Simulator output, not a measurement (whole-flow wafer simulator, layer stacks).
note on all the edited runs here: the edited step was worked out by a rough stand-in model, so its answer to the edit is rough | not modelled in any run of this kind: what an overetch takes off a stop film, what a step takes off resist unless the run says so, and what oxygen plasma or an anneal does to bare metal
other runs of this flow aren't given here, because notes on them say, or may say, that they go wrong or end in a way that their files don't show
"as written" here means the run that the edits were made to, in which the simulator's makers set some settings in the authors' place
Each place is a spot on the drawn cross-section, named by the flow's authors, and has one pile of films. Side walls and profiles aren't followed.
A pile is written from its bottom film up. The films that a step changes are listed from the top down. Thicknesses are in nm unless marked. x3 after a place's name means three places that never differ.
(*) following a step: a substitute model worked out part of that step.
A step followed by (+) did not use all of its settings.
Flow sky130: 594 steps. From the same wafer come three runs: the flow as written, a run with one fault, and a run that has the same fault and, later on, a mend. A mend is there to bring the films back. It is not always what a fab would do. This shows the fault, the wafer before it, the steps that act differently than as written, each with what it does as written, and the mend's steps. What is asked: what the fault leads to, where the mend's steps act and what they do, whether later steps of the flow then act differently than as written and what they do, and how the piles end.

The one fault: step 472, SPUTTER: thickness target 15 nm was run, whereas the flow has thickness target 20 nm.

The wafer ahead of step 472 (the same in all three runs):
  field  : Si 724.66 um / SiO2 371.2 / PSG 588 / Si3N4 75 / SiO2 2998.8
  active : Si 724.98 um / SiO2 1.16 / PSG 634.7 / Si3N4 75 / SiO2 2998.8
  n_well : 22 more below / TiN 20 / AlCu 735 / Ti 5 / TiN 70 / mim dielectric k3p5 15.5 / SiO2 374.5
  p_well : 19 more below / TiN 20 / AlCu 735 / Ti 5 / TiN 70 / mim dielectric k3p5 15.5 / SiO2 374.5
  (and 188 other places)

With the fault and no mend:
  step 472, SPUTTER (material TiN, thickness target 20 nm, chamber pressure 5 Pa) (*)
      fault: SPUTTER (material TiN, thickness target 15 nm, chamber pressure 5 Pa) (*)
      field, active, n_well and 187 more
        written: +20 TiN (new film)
        fault: +15 TiN (new film)
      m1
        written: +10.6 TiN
        fault: +7.94 TiN
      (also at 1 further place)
  Later steps of the flow acting differently than as written (1 other step is not shown; it differs only slightly, by no more than 2% or 0.5 nm, whichever is larger):
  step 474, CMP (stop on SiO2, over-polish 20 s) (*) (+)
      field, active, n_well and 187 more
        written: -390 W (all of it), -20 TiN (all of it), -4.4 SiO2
        fault: -390 W (all of it), -15 TiN (all of it), -4.4 SiO2
  The piles end different from the flow's at m1, via3_hole by more than 2% or 0.5 nm, whichever is larger.
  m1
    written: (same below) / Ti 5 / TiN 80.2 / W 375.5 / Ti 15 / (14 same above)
    fault: (same below) / Ti 5 / TiN 77.5 / W 378.1 / Ti 15 / (14 same above)
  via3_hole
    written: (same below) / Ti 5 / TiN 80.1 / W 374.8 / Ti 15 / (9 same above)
    fault: (same below) / Ti 5 / TiN 77.5 / W 377.5 / Ti 15 / (9 same above)

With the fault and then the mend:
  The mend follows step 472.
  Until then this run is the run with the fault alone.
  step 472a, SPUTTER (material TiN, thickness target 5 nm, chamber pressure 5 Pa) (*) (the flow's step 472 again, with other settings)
      field, active, n_well and 187 more
        +5 TiN
      m1
        +2.63 TiN
      via3_hole
        +2.6 TiN
  Later steps of the flow that are run all act as written at every place that is followed.
  When the end is reached, the piles differ only a little from the flow's at the places that both follow, at most by 2% or 0.5 nm, whichever is larger.
